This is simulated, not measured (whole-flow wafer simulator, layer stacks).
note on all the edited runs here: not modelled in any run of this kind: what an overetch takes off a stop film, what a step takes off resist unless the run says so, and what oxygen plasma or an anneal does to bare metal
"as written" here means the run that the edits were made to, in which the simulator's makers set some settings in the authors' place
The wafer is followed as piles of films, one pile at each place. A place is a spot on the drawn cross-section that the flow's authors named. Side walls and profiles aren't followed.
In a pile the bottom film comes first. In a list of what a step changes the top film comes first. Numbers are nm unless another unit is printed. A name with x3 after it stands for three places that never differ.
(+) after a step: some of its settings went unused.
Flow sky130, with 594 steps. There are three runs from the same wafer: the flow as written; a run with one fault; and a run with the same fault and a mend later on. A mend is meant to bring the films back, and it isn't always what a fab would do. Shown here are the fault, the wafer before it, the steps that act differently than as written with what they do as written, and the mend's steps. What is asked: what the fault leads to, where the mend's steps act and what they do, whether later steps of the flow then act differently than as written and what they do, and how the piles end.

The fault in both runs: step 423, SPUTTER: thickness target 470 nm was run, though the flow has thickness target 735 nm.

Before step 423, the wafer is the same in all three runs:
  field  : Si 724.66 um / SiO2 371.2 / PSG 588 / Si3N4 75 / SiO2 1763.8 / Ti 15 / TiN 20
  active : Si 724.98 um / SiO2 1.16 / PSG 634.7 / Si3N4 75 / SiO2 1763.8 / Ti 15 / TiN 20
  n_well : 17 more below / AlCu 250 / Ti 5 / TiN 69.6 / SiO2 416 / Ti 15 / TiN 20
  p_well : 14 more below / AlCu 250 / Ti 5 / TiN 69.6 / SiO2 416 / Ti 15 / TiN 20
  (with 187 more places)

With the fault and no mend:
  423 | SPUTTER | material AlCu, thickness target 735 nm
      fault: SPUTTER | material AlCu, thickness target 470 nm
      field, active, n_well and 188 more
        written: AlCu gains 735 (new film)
        fault: AlCu gains 470 (new film)
  Later steps of the flow acting differently than as written (1 more step, not shown, differs only slightly: by at most 2% or 0.5 nm, whichever is larger):
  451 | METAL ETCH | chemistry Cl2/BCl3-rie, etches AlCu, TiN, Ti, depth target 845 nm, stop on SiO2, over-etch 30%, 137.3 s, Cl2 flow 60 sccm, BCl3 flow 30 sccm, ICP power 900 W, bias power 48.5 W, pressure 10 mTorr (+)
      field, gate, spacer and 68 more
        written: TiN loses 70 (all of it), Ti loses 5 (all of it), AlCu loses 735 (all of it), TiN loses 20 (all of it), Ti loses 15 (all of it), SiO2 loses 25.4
        fault: TiN loses 70 (all of it), Ti loses 5 (all of it), AlCu loses 470 (all of it), TiN loses 20 (all of it), Ti loses 15 (all of it), SiO2 loses 51.9
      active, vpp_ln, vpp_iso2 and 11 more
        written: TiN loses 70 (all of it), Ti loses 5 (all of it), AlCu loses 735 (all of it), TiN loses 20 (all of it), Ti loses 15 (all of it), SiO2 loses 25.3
        fault: TiN loses 70 (all of it), Ti loses 5 (all of it), AlCu loses 470 (all of it), TiN loses 20 (all of it), Ti loses 15 (all of it), SiO2 loses 51.8
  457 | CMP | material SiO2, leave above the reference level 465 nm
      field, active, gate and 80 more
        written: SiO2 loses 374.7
        fault: SiO2 loses 613.2
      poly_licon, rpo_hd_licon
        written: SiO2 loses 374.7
        fault: SiO2 loses 613.1
  The piles end different from the flow's at field, active, n_well and 190 more by more than 2% or 0.5 nm, whichever is larger.
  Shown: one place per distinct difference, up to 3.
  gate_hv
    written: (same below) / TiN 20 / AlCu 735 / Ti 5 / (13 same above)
    fault: (same below) / TiN 20 / AlCu 470 / Ti 5 / (13 same above)
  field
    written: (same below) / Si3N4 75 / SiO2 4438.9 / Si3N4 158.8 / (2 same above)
    fault: (same below) / Si3N4 75 / SiO2 4173.9 / Si3N4 158.8 / (2 same above)
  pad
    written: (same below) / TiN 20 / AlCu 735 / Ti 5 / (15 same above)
    fault: (same below) / TiN 20 / AlCu 470 / Ti 5 / (15 same above)

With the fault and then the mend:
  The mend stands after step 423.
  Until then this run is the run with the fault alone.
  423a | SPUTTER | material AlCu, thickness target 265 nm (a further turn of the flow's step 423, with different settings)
      field, active, n_well and 188 more
        AlCu gains 265
  None of the later steps of the flow acts differently than as written at any place that is followed.
  The piles end the same as the flow's at every place that both follow.
